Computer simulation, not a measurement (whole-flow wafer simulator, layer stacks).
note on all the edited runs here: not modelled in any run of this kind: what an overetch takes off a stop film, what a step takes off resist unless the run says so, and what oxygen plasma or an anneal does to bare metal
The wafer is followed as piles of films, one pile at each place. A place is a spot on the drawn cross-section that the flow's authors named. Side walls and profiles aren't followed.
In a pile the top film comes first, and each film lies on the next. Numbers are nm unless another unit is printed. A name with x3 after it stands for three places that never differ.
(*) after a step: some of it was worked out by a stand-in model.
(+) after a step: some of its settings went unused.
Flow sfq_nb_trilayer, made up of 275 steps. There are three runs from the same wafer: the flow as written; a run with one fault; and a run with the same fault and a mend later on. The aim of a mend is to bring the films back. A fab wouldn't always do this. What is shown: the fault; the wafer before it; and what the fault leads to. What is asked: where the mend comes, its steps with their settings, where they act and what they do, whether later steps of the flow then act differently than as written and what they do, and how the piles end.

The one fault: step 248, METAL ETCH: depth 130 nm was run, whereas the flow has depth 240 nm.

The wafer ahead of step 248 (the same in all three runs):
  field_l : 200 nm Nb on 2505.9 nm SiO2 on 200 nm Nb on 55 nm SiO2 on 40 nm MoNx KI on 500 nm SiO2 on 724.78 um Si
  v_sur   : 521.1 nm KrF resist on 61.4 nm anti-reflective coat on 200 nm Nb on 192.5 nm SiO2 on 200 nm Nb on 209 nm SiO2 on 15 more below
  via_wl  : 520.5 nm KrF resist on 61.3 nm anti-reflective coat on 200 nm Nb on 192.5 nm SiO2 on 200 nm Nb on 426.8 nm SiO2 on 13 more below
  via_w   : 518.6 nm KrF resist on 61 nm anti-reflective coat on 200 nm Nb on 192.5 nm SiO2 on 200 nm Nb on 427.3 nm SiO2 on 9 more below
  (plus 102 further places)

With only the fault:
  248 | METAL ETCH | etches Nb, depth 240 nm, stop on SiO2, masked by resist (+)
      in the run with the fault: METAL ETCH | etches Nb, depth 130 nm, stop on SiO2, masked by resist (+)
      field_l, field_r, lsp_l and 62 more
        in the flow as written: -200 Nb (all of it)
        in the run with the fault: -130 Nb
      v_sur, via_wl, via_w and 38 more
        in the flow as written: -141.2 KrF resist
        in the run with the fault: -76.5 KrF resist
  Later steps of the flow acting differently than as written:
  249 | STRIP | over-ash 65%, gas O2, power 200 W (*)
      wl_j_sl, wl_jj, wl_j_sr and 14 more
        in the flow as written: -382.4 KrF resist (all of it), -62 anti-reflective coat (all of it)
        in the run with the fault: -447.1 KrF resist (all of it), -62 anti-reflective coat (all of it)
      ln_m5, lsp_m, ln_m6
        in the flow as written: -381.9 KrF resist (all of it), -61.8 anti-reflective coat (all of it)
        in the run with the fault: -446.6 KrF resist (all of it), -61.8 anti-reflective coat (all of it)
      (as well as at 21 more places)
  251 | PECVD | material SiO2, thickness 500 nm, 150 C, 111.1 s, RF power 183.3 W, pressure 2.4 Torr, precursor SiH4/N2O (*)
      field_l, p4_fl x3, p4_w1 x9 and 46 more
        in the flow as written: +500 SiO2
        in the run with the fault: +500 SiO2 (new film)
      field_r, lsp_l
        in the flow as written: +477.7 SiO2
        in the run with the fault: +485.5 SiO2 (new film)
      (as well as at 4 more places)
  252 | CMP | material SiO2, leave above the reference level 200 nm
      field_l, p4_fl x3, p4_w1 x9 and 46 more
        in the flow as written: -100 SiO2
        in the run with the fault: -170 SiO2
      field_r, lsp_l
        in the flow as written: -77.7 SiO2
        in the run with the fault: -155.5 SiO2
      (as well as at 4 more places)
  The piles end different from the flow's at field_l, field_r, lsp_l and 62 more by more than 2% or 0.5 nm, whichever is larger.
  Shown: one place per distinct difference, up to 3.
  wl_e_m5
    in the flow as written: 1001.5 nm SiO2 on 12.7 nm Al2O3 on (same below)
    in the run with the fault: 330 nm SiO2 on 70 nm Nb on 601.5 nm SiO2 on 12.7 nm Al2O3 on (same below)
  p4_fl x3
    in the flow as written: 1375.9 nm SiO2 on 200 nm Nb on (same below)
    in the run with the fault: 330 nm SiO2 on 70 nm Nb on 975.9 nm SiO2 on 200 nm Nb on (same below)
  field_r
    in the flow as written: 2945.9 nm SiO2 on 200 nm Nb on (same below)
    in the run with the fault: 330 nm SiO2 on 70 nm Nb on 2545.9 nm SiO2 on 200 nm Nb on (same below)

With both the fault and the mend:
  After step 248 comes the mend.
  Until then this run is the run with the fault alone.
  248a | METAL ETCH | etches Nb, depth 110 nm, stop on SiO2, masked by resist (+) (the flow's step 248, run once more with other settings)
      field_l, field_r, lsp_l and 62 more
        -70 Nb (all of it)
      v_sur, via_wl, via_w and 38 more
        -61.8 KrF resist
  Every later step of the flow that is run acts as written, at every place that is followed, to within 2% or 0.5 nm, whichever is larger.
  By the end, the piles equal the flow's at every place that both follow.
